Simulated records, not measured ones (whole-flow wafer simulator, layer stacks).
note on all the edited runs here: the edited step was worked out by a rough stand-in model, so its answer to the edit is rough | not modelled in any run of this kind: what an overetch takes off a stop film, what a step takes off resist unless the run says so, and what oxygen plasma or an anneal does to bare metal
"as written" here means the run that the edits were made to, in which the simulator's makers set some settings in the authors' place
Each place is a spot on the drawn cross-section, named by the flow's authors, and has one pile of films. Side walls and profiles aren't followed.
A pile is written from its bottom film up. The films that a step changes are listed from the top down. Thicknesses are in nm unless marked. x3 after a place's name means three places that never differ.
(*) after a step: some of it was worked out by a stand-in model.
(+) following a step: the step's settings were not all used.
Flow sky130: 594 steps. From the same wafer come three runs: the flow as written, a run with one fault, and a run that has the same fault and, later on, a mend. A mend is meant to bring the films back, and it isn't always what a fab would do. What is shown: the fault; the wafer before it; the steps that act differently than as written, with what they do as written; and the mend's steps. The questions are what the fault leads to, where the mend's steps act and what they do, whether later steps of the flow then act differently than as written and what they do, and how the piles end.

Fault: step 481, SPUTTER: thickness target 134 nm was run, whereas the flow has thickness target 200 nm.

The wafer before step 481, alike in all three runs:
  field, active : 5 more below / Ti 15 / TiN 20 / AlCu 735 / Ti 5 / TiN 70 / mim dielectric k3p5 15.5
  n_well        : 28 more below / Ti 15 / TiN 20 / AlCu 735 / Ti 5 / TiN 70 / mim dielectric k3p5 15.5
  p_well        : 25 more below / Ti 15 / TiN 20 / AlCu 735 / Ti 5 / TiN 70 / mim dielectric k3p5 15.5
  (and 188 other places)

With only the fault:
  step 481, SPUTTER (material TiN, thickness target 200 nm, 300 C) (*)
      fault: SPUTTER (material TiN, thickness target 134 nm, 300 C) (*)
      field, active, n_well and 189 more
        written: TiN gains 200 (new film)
        fault: TiN gains 134 (new film)
  Steps further on in the flow that do not act as written (4 more steps, not shown, differ only slightly: by at most 2% or 0.5 nm, whichever is larger):
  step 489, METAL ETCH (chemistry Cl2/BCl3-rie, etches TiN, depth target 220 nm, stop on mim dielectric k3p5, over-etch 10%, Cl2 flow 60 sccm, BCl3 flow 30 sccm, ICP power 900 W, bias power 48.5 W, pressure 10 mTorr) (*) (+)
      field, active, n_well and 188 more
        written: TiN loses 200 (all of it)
        fault: TiN loses 134 (all of it)
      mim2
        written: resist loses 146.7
        fault: resist loses 98.3
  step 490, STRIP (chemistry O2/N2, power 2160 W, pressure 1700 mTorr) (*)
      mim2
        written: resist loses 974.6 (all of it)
        fault: resist loses 1023 (all of it)
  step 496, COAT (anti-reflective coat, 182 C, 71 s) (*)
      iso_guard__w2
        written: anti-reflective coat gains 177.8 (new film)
        fault: anti-reflective coat gains 134.7 (new film)
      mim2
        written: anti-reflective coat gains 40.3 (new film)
        fault: anti-reflective coat gains 29.6 (new film)
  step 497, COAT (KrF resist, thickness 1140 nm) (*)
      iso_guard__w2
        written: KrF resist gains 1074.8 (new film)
        fault: KrF resist gains 1103.8 (new film)
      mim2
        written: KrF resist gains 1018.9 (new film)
        fault: KrF resist gains 1078.2 (new film)
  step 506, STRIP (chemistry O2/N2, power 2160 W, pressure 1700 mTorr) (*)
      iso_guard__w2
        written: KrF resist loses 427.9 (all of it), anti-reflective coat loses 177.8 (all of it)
        fault: KrF resist loses 456.8 (all of it), anti-reflective coat loses 134.7 (all of it)
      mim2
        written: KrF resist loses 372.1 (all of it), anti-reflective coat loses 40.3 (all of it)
        fault: KrF resist loses 431.2 (all of it), anti-reflective coat loses 29.6 (all of it)
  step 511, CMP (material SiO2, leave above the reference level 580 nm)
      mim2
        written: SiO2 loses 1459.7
        fault: SiO2 loses 1393.7
  At mim2, the piles at the end differ from the flow's by more than 2% or 0.5 nm, whichever is larger.
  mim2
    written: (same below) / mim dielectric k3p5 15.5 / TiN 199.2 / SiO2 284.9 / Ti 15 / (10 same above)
    fault: (same below) / mim dielectric k3p5 15.5 / TiN 133.2 / SiO2 350.9 / Ti 15 / (10 same above)

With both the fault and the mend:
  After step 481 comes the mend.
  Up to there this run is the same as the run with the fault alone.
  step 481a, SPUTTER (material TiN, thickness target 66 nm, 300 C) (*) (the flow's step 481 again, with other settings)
      field, active, n_well and 189 more
        TiN gains 66
  None of the later steps of the flow acts differently than as written at any place that is followed.
  At every place that both follow, the piles at the end match the flow's.
